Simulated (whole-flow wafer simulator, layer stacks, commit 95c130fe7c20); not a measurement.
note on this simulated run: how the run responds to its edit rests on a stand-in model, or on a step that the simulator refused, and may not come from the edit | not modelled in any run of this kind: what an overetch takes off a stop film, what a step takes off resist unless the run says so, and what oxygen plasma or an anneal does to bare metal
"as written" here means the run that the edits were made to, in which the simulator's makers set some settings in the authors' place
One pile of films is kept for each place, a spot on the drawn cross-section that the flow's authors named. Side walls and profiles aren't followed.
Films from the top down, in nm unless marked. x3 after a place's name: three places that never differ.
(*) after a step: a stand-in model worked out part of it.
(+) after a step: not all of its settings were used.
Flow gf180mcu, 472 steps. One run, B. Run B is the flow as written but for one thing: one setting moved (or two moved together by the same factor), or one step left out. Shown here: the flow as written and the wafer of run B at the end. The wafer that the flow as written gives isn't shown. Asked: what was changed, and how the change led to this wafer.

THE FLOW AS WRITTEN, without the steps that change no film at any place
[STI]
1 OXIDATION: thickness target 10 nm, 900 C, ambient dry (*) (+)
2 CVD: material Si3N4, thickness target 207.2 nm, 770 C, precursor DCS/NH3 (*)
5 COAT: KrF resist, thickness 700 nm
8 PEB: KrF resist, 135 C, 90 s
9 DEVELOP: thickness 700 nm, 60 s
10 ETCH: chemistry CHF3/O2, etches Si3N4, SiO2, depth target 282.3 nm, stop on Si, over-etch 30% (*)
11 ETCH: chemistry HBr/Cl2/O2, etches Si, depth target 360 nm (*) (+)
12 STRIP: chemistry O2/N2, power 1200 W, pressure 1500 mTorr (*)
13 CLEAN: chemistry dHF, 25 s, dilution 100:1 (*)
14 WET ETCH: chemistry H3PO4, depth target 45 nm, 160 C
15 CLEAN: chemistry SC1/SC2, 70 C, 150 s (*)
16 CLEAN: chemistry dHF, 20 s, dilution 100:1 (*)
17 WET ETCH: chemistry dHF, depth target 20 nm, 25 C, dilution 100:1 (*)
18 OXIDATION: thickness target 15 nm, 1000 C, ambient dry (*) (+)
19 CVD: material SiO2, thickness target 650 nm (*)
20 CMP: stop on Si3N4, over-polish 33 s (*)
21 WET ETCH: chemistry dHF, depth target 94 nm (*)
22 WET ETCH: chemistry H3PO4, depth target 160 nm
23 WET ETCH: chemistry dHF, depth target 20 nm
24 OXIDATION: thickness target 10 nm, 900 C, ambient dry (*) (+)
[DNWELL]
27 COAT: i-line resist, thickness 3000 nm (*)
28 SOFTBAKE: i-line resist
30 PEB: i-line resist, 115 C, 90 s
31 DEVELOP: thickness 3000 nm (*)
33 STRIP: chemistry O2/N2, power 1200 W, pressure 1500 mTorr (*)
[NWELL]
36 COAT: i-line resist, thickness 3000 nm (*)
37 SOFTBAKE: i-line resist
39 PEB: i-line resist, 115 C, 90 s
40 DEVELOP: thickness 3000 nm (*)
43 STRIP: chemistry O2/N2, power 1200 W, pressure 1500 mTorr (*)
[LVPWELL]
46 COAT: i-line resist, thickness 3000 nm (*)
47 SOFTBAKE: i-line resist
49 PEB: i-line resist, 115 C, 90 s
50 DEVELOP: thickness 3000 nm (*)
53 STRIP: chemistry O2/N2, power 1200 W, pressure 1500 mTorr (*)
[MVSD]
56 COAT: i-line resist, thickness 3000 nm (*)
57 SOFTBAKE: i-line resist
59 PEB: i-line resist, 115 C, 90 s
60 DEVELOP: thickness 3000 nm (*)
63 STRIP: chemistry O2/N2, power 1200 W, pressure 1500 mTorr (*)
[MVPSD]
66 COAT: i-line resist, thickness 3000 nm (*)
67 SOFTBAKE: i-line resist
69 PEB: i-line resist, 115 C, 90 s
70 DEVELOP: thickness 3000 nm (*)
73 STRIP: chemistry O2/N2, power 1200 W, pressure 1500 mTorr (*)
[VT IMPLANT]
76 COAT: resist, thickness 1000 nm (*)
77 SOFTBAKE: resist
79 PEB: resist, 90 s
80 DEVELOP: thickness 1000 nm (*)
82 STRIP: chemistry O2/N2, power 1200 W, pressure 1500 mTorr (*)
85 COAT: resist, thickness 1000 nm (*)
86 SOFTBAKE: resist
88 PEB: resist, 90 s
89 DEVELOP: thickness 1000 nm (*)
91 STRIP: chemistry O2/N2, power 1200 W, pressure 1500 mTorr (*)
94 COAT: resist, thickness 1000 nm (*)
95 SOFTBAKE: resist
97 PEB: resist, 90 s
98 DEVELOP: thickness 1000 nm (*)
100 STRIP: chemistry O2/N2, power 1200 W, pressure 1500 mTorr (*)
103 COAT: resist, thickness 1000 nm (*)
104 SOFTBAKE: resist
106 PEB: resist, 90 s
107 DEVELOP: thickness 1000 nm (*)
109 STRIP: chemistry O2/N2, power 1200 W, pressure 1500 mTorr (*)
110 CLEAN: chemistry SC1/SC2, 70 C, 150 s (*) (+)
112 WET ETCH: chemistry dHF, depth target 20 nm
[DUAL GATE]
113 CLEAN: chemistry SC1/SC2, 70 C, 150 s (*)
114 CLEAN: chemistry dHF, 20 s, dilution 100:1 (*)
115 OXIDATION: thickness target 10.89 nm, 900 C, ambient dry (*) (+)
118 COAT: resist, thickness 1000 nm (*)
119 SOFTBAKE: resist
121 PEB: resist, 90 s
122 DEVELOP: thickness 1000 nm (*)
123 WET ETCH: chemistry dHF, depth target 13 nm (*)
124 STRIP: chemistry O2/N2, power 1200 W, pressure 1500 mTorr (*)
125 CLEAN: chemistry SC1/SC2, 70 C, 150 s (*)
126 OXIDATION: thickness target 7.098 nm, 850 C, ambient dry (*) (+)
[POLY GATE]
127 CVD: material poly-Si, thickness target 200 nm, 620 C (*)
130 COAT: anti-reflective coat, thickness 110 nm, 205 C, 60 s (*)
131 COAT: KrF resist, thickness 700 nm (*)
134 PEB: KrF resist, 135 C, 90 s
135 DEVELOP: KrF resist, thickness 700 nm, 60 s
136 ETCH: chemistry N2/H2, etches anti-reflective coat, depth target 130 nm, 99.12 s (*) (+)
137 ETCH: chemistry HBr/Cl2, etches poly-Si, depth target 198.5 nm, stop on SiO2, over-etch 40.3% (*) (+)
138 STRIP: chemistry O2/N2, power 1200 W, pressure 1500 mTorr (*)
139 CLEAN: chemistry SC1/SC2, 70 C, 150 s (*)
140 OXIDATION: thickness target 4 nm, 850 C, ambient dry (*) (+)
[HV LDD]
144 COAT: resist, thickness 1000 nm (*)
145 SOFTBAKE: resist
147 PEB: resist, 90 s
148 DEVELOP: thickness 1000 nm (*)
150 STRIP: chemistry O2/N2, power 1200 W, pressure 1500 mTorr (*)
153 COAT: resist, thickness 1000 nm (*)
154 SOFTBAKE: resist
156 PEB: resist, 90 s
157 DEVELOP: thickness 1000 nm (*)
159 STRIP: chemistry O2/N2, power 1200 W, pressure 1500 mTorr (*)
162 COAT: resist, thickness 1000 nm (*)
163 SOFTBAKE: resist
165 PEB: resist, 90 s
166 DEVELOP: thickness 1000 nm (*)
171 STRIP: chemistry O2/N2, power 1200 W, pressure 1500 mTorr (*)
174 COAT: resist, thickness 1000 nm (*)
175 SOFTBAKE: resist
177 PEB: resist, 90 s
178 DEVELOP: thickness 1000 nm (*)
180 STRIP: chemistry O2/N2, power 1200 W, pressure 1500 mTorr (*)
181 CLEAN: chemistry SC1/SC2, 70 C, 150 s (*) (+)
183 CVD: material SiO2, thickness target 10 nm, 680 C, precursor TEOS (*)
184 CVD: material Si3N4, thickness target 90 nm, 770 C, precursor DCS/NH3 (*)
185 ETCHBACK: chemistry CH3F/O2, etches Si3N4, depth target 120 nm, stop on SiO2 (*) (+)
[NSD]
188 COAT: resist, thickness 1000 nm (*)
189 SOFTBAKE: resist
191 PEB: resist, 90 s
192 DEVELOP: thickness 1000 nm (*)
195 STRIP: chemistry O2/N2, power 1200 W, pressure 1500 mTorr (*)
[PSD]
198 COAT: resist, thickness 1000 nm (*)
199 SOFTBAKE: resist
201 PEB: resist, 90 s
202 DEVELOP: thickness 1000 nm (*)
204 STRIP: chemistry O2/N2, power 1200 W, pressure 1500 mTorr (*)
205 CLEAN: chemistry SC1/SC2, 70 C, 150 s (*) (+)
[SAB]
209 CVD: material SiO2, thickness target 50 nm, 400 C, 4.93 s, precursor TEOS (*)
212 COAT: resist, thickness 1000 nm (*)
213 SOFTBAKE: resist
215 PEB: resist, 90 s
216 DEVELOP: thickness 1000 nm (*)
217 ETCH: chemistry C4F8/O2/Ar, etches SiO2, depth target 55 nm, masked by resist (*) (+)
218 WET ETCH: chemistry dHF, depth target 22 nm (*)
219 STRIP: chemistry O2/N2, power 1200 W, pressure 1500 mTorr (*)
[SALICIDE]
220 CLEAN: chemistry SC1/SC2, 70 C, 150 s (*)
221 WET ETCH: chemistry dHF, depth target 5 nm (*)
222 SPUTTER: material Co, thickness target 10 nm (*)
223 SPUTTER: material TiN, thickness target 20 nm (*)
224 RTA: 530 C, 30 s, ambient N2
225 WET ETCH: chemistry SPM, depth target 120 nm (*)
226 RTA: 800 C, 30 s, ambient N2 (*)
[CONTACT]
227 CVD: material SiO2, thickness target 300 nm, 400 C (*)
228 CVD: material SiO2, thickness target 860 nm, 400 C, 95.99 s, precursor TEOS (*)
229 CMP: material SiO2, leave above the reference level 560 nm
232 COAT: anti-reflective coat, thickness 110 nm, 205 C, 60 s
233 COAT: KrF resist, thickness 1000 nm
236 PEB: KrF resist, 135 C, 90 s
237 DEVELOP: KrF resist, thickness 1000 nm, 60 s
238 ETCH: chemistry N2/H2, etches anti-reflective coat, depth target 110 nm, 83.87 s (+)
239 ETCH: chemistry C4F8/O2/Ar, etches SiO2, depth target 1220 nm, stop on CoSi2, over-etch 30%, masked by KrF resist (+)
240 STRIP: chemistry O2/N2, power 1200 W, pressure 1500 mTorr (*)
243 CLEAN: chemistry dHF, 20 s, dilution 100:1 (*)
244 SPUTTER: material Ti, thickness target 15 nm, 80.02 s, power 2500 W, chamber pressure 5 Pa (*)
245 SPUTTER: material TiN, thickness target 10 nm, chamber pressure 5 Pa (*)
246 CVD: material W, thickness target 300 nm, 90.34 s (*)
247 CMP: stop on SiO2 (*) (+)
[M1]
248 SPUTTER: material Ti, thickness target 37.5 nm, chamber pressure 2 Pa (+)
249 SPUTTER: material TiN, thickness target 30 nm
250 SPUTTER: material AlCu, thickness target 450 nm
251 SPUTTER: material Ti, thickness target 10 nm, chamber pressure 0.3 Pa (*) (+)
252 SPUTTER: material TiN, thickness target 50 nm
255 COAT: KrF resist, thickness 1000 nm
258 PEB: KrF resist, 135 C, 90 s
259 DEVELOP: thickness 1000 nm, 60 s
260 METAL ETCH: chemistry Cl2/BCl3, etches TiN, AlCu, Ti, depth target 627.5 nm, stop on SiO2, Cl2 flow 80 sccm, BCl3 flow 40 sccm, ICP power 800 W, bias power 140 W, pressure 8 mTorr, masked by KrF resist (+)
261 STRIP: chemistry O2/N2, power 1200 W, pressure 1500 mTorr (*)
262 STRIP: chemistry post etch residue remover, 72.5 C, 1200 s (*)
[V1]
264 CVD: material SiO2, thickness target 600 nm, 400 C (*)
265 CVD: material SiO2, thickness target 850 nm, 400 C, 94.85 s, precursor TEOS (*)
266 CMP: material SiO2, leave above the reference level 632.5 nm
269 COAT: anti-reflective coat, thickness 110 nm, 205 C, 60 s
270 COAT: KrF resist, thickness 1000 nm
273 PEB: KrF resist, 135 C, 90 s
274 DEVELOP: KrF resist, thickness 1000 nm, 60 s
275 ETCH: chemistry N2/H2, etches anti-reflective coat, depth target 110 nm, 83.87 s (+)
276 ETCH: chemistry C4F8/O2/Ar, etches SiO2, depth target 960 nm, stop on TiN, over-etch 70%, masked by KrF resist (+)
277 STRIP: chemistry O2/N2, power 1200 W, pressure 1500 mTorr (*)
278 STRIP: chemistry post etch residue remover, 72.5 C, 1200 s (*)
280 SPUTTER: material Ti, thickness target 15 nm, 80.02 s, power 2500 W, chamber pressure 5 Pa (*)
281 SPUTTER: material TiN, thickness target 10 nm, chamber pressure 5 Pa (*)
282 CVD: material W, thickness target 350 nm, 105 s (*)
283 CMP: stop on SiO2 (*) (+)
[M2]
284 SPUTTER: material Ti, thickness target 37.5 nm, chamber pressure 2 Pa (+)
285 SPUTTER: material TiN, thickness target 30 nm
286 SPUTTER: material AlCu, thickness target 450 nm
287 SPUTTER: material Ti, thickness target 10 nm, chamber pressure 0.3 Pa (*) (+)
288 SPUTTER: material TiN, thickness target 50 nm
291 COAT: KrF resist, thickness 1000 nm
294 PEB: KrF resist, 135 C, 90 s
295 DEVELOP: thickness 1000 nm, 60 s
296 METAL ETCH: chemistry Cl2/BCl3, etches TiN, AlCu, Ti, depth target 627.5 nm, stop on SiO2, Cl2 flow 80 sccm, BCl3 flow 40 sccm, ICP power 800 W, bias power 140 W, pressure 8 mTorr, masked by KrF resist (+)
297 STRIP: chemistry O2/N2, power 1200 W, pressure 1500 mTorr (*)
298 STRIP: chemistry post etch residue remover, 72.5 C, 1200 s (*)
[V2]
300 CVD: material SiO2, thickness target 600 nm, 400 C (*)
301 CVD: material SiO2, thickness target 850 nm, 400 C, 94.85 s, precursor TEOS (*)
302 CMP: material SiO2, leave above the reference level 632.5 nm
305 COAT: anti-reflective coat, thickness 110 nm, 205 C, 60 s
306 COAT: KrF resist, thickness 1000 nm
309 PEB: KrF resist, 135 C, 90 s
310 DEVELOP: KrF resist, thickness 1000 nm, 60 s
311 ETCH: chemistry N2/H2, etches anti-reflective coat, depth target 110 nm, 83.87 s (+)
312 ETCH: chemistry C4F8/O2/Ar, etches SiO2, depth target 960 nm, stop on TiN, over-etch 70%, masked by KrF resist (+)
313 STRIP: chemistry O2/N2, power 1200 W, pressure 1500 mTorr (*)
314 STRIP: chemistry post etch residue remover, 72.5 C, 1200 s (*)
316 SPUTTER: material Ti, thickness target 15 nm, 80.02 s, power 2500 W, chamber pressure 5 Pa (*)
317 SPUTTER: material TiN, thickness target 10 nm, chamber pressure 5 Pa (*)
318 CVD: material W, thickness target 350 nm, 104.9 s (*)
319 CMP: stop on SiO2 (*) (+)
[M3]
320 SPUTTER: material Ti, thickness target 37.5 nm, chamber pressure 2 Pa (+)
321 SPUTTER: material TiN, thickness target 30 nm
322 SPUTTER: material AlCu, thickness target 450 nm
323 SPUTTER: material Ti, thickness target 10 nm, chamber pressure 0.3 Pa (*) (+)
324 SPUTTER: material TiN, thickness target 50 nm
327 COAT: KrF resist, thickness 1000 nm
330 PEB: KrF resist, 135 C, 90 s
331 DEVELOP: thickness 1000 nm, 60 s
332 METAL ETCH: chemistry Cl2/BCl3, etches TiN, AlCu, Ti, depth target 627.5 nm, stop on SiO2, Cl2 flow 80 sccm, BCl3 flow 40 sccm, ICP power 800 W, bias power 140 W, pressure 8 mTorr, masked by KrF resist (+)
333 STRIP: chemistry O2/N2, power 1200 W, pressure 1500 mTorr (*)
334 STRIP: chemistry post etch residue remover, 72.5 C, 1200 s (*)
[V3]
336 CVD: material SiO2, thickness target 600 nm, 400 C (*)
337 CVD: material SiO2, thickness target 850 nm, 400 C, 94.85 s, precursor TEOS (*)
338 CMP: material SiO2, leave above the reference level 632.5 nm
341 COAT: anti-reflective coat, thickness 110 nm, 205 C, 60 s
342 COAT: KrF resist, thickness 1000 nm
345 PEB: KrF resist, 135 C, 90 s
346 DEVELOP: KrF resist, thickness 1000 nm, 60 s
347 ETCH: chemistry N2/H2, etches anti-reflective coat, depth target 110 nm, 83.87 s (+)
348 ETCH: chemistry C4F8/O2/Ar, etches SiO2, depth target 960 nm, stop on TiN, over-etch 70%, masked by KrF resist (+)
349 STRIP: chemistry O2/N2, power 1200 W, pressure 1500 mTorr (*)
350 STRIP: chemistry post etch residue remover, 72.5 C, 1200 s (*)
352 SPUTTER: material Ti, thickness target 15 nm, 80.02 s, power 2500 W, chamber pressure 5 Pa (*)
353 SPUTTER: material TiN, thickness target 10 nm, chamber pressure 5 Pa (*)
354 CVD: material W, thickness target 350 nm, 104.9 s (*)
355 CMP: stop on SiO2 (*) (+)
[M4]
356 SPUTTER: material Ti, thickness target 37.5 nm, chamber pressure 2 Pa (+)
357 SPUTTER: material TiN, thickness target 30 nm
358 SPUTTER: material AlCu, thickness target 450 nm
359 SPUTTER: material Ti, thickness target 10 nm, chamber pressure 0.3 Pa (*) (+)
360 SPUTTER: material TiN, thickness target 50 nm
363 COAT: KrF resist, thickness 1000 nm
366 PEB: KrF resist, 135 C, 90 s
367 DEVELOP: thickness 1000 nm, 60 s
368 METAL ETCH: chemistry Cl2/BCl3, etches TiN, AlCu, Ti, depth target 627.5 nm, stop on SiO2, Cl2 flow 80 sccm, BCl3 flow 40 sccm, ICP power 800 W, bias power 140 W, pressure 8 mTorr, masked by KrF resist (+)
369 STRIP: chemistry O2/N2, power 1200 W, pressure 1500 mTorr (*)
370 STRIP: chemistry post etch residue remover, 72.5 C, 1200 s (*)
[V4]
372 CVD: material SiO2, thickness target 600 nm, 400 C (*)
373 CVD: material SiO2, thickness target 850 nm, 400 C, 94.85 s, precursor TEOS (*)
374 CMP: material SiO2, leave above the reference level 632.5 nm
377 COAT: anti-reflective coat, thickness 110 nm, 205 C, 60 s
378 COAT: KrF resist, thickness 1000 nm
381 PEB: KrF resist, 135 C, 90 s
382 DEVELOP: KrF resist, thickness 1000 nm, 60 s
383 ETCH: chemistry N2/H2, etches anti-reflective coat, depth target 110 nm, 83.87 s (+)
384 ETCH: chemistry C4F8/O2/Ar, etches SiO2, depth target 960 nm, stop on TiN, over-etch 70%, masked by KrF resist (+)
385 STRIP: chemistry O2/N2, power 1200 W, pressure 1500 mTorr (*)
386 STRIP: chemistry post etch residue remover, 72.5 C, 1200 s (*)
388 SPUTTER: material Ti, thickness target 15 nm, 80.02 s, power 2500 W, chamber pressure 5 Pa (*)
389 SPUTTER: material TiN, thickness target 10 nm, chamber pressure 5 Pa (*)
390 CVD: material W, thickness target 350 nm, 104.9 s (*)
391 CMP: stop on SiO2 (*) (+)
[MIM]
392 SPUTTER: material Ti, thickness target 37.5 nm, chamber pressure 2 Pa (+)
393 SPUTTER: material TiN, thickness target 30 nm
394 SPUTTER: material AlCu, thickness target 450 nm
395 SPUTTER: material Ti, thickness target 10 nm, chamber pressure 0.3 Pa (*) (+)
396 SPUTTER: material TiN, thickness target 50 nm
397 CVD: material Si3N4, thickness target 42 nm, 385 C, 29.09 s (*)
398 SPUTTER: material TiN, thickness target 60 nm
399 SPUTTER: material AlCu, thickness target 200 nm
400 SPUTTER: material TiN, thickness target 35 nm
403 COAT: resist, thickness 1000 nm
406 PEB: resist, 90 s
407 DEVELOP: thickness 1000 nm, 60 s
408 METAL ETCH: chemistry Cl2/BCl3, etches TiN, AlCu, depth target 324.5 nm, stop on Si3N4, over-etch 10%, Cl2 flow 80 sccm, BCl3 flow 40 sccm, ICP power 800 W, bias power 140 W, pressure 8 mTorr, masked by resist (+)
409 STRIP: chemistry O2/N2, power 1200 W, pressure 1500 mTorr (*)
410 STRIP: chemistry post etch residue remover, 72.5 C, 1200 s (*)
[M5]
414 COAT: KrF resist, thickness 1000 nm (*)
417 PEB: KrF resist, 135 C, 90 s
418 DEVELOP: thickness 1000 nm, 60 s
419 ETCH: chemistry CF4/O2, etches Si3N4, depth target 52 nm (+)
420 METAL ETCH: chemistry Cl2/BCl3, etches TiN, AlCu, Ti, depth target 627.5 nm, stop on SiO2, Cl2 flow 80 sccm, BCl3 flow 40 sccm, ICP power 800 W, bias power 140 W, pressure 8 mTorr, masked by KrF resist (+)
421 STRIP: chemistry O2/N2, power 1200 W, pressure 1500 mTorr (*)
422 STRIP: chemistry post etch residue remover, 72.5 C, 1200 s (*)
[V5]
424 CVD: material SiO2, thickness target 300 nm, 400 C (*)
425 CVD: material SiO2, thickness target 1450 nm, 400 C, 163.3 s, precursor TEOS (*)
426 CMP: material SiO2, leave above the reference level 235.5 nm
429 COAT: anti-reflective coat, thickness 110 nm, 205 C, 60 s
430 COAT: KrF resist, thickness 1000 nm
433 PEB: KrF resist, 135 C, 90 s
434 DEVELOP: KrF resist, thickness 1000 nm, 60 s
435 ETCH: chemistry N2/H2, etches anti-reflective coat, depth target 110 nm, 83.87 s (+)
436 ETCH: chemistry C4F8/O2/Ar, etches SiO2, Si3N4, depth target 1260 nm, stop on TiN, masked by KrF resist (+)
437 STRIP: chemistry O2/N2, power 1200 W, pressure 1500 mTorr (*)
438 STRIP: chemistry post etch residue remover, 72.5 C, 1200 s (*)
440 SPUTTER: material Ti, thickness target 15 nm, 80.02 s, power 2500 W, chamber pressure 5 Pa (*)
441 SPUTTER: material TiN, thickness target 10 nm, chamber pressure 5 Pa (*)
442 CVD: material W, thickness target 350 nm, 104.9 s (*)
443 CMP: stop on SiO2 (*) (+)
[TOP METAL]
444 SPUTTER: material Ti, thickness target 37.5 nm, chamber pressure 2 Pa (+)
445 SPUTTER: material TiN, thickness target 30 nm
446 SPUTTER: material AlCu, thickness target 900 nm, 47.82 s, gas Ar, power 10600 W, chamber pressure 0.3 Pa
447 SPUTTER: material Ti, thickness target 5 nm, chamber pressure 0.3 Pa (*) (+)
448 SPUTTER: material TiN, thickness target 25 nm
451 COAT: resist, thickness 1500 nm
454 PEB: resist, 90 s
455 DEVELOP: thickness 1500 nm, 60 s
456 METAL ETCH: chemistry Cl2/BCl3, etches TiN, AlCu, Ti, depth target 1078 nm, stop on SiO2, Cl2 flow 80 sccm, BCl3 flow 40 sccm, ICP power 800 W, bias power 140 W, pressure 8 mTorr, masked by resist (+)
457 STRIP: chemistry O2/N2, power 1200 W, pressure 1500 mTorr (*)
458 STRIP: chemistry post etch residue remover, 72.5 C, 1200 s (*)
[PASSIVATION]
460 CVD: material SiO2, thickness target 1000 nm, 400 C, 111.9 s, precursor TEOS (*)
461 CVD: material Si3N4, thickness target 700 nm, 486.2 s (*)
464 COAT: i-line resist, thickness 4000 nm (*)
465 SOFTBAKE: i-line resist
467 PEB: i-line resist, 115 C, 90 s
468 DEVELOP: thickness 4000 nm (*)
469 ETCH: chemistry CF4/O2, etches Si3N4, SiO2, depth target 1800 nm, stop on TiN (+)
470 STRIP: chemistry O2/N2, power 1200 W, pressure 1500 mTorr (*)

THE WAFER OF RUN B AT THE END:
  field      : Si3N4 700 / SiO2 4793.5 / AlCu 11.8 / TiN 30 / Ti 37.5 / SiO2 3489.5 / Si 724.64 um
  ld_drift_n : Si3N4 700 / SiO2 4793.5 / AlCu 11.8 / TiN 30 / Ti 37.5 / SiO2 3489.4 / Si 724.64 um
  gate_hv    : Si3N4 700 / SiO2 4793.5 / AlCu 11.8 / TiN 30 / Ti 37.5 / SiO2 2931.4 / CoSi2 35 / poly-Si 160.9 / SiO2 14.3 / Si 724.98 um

The cause: step 322, SPUTTER: thickness target 585 nm was run, where the flow has thickness target 450 nm.

How the change led to this, step by step:
  322 SPUTTER: material AlCu, thickness target 450 nm
      field, field__w1, field__w2 and 108 more: AlCu +585 (new film) (as written it would be: AlCu +450 (new film))
  332 METAL ETCH: chemistry Cl2/BCl3, etches TiN, AlCu, Ti, depth target 627.5 nm, stop on SiO2, Cl2 flow 80 sccm, BCl3 flow 40 sccm, ICP power 800 W, bias power 140 W, pressure 8 mTorr, masked by KrF resist (+)
      field, field__w1, field__w2 and 103 more: TiN -50 (all of it), Ti -10 (all of it), AlCu -567.5 (as written it would be: TiN -50 (all of it), Ti -10 (all of it), AlCu -450 (all of it), TiN -30 (all of it), Ti -37.5 (all of it))
  334 STRIP: chemistry post etch residue remover, 72.5 C, 1200 s (*)
      field, field__w1, field__w2 and 103 more: AlCu -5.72 (as written it would be: nothing)
  336 CVD: material SiO2, thickness target 600 nm, 400 C (*)
      field, field__w1, field__w2 and 103 more: SiO2 +600 (new film) (as written it would be: SiO2 +600)
  338 CMP: material SiO2, leave above the reference level 632.5 nm
      field, field__w1, field__w2 and 103 more: SiO2 -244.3 (as written it would be: SiO2 -300)
Counting metal films that touch as one body, field has 1 body; the flow as written gives 0 bodies.
Counting metal films that touch as one body, ld_drift_n has 1 body; the flow as written gives 0 bodies.
Counting metal films that touch as one body, gate_hv has 2 bodies (between them, from the top down: SiO2 2931.4); the flow as written gives 1 body.
